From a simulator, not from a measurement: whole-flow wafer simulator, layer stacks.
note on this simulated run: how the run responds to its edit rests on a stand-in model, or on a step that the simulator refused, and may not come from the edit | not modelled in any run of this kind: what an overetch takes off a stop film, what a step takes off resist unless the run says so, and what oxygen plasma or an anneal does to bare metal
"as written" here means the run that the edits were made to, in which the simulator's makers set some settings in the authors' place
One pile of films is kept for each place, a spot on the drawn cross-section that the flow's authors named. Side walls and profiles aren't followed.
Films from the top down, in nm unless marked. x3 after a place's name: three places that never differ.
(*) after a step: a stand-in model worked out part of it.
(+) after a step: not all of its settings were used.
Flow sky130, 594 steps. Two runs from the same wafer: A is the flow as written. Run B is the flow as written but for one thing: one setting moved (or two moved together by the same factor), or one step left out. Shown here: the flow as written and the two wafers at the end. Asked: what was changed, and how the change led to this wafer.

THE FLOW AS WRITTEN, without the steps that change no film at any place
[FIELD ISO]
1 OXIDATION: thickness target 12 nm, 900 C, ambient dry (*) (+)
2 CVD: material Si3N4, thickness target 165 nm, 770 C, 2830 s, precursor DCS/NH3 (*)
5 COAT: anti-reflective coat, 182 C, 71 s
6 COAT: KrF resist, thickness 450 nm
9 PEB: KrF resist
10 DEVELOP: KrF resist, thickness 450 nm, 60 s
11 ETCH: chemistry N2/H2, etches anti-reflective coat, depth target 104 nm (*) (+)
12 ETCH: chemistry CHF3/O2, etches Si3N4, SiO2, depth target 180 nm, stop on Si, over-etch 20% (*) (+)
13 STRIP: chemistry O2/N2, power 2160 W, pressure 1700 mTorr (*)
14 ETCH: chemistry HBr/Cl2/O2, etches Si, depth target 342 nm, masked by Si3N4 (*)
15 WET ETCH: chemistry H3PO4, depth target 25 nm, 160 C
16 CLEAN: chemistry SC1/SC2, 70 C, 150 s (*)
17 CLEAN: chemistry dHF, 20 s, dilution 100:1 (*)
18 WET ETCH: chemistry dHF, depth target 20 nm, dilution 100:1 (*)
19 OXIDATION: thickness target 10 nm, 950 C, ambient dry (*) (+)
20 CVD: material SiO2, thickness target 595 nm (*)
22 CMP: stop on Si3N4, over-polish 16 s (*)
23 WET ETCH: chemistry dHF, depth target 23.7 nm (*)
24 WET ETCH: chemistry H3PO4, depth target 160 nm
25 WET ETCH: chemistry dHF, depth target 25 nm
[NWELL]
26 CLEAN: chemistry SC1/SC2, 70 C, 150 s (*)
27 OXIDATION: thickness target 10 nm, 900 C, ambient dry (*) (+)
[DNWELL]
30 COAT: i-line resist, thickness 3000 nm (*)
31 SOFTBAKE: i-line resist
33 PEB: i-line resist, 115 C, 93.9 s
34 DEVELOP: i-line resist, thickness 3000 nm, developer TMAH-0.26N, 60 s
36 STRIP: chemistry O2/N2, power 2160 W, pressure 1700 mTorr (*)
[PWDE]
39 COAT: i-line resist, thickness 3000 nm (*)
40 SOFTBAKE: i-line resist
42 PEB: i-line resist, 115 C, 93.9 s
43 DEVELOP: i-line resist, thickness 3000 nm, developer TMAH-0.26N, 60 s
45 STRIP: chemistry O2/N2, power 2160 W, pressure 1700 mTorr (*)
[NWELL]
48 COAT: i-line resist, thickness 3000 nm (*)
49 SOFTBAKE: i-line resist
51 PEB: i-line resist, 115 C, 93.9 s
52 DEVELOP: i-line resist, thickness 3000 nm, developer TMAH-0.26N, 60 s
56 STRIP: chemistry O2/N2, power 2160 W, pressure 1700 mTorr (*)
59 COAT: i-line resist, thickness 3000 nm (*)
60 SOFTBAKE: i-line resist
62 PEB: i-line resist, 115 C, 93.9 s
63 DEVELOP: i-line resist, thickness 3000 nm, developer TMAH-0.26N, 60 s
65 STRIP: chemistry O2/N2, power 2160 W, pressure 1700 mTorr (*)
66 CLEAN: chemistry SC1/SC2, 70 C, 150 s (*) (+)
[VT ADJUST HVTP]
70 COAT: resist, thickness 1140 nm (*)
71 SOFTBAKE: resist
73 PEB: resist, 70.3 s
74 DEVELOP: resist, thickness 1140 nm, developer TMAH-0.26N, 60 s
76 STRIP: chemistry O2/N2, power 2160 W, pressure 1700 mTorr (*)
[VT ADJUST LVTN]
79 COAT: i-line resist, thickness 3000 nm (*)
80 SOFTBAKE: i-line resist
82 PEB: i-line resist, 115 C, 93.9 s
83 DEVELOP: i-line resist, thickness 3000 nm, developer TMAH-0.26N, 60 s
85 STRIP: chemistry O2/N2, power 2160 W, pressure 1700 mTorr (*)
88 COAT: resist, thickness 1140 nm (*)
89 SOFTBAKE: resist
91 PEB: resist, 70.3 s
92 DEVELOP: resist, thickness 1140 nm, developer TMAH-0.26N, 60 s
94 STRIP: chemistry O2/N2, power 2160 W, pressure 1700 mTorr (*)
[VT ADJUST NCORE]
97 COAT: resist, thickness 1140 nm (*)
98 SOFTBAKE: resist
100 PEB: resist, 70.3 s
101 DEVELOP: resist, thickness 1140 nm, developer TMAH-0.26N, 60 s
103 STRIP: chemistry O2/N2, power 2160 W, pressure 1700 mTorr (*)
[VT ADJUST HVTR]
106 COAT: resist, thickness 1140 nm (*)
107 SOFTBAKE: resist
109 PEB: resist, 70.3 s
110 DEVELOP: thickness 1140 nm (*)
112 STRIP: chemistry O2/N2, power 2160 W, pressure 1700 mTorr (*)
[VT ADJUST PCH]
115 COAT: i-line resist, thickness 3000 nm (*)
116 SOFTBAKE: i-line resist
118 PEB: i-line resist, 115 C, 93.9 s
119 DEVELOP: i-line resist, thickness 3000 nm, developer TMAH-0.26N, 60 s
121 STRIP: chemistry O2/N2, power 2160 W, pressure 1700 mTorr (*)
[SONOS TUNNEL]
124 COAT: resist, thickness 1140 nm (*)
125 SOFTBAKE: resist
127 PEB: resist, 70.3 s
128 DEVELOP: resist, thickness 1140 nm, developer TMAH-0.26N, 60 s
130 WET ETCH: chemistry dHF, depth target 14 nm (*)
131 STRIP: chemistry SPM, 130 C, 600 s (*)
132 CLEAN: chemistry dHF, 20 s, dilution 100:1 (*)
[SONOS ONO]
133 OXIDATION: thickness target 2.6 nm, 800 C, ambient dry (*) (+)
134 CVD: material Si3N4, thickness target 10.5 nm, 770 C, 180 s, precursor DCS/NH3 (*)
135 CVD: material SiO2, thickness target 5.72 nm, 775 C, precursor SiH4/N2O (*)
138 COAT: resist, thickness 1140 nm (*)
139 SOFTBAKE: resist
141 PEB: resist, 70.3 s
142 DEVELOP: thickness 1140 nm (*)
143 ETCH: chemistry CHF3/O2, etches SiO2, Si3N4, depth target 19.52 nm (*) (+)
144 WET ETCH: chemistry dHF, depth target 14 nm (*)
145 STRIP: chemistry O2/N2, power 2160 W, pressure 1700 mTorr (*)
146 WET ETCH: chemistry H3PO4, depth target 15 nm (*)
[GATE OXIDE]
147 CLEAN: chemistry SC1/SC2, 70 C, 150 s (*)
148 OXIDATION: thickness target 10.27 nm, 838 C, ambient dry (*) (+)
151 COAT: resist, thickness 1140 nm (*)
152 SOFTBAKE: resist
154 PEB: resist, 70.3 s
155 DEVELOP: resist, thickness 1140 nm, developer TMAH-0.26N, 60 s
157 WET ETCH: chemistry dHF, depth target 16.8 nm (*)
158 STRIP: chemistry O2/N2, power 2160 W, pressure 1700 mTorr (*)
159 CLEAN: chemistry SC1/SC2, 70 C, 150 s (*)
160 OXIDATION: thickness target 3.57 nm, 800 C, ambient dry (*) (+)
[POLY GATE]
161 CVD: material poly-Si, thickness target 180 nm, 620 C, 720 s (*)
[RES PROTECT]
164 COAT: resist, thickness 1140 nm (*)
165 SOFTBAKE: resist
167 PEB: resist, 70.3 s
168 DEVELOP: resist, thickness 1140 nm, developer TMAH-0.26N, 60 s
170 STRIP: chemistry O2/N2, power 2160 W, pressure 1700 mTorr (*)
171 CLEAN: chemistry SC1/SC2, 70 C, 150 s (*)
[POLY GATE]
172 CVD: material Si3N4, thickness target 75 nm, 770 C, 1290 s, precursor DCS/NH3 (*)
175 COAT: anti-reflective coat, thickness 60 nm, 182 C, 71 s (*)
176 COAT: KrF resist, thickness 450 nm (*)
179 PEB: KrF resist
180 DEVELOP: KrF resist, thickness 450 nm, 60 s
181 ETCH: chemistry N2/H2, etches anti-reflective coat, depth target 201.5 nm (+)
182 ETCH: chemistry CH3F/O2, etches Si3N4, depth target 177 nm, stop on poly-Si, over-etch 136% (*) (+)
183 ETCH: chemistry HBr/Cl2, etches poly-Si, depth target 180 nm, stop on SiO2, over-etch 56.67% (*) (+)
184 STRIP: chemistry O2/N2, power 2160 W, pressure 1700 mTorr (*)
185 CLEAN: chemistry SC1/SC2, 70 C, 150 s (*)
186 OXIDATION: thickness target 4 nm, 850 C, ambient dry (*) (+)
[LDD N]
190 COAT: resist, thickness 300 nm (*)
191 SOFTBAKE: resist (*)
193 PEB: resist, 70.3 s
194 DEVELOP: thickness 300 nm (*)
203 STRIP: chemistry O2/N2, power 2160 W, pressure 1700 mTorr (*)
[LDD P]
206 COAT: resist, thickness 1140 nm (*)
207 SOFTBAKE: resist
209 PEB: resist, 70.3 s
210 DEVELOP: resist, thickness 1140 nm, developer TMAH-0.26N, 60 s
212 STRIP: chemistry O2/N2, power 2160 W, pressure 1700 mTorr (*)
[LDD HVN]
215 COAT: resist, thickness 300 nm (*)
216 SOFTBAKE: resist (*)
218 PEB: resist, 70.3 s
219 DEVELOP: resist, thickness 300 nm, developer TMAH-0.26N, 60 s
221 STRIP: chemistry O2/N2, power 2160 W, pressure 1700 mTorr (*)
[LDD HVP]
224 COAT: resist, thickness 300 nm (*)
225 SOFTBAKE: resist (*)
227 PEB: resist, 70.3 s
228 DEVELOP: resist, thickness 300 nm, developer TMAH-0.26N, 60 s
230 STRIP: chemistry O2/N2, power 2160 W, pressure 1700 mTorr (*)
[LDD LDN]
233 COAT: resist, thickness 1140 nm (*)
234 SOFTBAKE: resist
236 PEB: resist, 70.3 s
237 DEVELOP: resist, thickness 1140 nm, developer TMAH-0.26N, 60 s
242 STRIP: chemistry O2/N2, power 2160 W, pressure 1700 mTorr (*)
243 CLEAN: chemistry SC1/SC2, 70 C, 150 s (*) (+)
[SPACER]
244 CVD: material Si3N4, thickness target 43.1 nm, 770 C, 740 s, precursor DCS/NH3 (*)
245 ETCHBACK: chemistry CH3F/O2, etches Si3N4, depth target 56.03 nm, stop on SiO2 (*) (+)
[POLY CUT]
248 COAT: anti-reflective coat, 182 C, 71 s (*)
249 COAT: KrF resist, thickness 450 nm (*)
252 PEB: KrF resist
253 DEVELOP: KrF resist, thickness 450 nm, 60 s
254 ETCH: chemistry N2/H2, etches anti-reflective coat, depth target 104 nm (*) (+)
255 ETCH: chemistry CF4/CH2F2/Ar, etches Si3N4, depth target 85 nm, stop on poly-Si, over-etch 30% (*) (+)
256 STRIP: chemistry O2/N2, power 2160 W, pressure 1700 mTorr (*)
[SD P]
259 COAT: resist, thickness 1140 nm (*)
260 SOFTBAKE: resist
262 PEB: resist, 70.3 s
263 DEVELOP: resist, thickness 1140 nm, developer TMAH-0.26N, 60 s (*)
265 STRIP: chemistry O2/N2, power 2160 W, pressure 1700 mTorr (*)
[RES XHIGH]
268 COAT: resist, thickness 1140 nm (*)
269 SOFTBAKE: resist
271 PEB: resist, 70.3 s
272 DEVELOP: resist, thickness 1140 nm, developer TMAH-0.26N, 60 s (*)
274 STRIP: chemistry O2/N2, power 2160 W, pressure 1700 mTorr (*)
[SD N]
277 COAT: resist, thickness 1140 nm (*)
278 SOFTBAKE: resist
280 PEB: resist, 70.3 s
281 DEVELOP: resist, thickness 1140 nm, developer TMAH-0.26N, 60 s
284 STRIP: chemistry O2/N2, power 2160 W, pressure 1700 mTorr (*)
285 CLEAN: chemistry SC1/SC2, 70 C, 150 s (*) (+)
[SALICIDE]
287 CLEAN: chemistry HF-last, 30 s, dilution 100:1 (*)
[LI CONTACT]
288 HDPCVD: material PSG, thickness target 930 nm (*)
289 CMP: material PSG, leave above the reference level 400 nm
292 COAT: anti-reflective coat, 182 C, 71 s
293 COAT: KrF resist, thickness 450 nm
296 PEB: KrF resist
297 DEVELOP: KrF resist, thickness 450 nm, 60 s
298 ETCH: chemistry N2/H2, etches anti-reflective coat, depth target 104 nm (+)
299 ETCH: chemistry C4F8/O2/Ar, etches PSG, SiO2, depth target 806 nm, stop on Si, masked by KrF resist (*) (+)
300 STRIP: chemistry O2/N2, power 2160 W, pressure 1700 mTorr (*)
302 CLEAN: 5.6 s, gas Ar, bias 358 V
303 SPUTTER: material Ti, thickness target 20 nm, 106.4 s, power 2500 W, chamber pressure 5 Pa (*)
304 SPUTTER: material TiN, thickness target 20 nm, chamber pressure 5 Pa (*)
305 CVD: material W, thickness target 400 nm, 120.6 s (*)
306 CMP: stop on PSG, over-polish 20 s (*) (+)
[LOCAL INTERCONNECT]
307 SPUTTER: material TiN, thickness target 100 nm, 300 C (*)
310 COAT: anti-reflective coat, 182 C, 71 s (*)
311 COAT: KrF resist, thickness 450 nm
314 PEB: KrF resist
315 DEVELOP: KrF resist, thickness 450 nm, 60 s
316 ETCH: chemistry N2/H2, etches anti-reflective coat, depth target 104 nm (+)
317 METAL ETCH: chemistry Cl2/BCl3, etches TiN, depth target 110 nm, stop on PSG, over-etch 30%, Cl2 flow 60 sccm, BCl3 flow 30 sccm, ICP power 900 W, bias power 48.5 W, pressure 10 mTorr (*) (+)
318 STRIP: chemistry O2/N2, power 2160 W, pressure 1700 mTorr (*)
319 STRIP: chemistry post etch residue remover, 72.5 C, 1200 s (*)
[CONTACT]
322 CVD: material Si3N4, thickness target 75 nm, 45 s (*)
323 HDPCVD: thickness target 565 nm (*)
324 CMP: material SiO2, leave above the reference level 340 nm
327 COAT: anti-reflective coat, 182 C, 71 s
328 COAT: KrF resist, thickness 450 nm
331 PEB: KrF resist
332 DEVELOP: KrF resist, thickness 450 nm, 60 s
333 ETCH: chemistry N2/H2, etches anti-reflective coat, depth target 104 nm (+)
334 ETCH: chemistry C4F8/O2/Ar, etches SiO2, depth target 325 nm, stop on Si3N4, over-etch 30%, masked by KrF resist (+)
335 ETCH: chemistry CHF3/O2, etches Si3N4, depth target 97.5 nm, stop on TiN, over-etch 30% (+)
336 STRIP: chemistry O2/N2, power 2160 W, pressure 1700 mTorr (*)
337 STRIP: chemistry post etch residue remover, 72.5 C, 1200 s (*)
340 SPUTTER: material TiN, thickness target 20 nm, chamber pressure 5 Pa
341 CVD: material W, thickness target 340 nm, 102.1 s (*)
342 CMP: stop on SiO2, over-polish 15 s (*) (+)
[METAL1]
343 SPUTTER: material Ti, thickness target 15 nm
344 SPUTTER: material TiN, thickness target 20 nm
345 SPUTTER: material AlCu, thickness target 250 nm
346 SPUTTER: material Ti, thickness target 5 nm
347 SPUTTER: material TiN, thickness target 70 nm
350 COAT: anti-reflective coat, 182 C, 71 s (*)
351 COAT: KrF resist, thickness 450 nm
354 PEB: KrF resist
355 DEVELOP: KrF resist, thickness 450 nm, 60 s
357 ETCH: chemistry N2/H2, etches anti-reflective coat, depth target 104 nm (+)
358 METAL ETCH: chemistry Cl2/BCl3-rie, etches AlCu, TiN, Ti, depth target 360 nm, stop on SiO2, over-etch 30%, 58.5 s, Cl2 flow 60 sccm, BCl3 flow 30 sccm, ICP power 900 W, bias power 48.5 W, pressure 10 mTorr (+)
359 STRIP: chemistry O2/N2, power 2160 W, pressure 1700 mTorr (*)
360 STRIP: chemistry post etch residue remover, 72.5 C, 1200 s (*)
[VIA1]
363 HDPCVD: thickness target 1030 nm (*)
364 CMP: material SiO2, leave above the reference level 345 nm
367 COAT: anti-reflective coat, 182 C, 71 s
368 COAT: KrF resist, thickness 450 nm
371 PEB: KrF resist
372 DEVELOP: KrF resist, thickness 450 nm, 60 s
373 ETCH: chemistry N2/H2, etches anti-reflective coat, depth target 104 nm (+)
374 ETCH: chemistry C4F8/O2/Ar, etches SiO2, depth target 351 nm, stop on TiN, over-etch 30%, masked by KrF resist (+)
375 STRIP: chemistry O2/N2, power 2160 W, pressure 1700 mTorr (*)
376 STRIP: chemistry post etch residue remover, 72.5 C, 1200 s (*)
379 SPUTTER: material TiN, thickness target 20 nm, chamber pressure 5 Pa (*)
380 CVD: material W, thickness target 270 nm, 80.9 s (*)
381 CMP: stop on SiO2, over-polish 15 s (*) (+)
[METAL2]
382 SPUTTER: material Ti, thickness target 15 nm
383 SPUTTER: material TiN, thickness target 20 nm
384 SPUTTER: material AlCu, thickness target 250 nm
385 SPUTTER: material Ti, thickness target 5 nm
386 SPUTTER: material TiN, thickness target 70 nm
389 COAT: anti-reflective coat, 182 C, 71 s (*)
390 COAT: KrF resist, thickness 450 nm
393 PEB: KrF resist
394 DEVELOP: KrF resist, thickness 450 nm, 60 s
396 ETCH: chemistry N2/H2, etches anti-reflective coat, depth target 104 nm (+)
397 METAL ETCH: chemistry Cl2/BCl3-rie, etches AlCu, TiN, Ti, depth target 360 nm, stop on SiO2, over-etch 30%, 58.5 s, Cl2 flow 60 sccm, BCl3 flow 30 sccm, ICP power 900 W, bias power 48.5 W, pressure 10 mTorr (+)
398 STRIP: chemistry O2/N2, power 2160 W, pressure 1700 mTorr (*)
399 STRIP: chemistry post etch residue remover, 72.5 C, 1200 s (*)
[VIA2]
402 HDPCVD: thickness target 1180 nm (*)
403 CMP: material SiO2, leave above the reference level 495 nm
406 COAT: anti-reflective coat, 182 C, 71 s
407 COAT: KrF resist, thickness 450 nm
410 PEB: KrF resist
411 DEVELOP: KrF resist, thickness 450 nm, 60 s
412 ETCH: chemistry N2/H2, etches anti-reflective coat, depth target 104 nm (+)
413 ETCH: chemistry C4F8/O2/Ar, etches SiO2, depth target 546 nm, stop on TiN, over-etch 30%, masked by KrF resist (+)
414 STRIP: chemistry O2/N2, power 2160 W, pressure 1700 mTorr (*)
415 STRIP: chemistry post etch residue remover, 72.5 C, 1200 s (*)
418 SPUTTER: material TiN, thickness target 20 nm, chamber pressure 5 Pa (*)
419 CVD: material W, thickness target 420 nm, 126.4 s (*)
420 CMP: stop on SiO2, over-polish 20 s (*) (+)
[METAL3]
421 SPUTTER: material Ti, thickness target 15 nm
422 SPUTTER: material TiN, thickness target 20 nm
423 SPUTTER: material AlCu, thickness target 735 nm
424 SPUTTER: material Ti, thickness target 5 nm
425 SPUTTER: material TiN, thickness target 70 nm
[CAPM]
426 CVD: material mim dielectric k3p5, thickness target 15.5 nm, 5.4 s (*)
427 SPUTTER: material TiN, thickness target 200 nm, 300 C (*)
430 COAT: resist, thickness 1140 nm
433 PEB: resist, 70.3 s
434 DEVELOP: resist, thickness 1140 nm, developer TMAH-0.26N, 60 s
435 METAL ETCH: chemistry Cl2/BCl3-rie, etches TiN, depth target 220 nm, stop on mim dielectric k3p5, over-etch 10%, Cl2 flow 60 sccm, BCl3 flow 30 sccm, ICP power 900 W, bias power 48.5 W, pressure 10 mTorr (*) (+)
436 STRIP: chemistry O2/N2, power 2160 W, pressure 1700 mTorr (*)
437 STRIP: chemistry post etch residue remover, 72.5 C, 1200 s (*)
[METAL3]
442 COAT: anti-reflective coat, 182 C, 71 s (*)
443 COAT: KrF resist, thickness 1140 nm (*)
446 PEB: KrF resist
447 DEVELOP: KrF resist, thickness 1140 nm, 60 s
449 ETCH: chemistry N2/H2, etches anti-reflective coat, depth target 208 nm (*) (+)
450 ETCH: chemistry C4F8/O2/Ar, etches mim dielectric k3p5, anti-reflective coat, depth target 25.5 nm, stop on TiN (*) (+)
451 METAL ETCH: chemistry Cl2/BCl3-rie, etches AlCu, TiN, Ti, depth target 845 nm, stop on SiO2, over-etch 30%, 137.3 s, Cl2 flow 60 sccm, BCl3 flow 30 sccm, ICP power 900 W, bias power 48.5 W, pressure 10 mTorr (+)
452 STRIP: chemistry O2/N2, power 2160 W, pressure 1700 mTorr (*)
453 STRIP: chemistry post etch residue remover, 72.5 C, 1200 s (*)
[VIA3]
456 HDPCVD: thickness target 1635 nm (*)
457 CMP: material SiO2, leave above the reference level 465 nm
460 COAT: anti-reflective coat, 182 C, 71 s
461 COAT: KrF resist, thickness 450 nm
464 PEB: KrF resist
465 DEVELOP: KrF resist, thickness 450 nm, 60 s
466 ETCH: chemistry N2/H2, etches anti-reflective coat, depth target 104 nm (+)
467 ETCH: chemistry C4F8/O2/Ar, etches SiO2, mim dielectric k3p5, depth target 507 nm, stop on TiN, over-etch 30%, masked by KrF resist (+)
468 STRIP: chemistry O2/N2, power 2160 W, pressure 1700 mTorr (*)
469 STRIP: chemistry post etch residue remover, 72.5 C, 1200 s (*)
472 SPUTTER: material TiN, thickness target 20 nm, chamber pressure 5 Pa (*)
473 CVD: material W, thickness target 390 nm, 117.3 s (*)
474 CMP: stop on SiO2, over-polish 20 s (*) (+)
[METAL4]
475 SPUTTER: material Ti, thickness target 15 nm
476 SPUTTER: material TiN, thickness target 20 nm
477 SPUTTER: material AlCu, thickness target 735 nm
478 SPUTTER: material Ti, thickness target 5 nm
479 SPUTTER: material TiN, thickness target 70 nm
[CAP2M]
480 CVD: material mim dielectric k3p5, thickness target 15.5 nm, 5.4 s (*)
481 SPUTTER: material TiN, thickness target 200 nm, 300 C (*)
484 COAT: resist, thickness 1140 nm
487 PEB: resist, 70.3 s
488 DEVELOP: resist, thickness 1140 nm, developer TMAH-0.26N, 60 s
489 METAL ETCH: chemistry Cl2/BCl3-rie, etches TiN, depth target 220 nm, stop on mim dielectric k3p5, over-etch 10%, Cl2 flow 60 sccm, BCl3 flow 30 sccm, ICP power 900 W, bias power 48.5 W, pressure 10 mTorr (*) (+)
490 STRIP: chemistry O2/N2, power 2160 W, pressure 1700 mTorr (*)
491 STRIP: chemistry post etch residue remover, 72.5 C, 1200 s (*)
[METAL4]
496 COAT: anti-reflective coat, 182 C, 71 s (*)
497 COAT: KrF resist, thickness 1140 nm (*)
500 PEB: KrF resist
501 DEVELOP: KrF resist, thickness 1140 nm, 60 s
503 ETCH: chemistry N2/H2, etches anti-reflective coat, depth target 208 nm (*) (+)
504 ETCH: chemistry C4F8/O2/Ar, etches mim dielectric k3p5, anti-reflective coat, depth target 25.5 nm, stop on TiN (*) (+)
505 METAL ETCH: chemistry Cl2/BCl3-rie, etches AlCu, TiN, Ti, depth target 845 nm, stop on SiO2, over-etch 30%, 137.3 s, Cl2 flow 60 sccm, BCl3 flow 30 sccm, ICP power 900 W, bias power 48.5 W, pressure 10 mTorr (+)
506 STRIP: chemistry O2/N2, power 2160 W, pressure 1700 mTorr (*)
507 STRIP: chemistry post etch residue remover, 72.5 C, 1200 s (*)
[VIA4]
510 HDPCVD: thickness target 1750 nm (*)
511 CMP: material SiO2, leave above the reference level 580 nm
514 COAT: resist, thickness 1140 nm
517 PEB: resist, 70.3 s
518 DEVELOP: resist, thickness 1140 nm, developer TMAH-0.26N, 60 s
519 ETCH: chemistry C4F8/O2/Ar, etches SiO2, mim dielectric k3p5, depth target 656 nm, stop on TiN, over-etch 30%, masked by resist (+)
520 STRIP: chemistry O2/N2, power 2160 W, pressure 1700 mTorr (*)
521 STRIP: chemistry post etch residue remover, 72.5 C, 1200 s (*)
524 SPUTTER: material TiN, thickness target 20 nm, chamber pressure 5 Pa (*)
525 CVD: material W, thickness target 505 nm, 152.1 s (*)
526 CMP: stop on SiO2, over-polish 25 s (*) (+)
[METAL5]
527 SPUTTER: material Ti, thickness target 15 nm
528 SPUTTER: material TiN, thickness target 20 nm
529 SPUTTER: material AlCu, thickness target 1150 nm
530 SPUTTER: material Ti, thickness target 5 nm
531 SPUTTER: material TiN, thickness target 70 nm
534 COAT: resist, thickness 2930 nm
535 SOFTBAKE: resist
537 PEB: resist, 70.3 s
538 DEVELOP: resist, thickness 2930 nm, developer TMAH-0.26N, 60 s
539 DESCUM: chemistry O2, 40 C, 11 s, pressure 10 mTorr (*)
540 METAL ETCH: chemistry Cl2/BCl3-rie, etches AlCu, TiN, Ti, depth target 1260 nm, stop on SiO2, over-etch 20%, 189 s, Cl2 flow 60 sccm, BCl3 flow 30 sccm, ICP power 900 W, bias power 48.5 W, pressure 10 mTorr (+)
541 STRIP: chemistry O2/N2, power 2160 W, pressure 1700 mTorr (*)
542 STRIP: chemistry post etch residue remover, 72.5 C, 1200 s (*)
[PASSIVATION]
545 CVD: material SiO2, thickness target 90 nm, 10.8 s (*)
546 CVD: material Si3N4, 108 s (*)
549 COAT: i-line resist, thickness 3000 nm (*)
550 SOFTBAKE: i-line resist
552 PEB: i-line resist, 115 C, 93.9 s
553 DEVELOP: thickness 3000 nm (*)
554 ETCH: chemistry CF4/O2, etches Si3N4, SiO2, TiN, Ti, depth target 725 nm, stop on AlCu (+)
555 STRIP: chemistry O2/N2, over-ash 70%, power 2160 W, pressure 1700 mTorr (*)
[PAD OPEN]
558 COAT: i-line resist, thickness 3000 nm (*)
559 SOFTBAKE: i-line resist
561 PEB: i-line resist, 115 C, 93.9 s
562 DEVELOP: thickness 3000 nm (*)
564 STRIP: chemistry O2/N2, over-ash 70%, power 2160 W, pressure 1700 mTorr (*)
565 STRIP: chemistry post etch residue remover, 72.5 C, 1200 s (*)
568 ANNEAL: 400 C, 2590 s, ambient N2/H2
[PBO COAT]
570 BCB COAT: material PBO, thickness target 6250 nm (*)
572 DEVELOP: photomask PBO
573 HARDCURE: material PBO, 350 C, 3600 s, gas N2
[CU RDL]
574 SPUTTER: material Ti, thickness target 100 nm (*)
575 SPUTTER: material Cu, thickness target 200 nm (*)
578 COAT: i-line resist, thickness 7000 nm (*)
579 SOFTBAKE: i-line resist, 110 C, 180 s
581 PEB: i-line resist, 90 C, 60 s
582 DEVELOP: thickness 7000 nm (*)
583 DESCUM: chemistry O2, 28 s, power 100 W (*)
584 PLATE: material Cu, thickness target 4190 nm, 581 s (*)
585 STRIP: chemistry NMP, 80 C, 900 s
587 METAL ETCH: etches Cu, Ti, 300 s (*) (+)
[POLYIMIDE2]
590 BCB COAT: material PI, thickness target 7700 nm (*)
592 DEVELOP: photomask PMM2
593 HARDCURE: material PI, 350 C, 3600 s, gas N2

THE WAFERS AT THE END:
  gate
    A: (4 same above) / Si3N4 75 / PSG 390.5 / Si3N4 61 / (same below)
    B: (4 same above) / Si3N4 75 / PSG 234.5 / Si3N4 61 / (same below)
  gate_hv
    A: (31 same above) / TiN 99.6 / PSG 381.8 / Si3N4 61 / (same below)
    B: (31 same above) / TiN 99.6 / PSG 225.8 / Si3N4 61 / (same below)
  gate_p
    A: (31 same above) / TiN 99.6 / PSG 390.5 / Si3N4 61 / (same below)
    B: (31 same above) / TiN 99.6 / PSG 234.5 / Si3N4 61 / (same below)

The cause: step 289, CMP: leave above the reference level 244 nm was run, where the flow has leave above the reference level 400 nm.

How the change led to this, step by step:
  289 CMP: material PSG, leave above the reference level 400 nm
      gate, spacer, gate_p and 34 more: A PSG -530 | B PSG -686
      mim, vpp_sp, vpp_ln and 30 more: A PSG -333.9 | B PSG -489.9
      (and at 122 more places)
  299 ETCH: chemistry C4F8/O2/Ar, etches PSG, SiO2, depth target 806 nm, stop on Si, masked by KrF resist (*) (+)
      field, active, n_well and 184 more: A KrF resist -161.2 | B KrF resist -146.6
      contact, ndiff_licon, ndiff_licon_cpp: A PSG -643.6 (all of it), SiO2 -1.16 (all of it) | B PSG -487.6 (all of it), SiO2 -1.16 (all of it)
      (and at 2 more places)
  300 STRIP: chemistry O2/N2, power 2160 W, pressure 1700 mTorr (*)
      field, active, n_well and 184 more: A KrF resist -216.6 (all of it), anti-reflective coat -80 (all of it) | B KrF resist -231.2 (all of it), anti-reflective coat -80 (all of it)
  303 SPUTTER: material Ti, thickness target 20 nm, 106.4 s, power 2500 W, chamber pressure 5 Pa (*)
      ndiff_licon: A Ti +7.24 (new film) | B Ti +9.28 (new film)
      ndiff_licon_cpp: A Ti +6.53 (new film) | B Ti +8.34 (new film)
      (and at 1 more place)
  304 SPUTTER: material TiN, thickness target 20 nm, chamber pressure 5 Pa (*)
      ndiff_licon: A TiN +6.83 (new film) | B TiN +8.85 (new film)
      ndiff_licon_cpp: A TiN +6.17 (new film) | B TiN +7.97 (new film)
      (and at 1 more place)
  305 CVD: material W, thickness target 400 nm, 120.6 s (*)
      ndiff_licon: A W +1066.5 (new film) | B W +906.5 (new film)
      ndiff_licon_cpp: A W +1067.9 (new film) | B W +908.3 (new film)
      (and at 1 more place)
  306 CMP: stop on PSG, over-polish 20 s (*) (+)
      poly_licon: A W -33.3 | B W -189.3
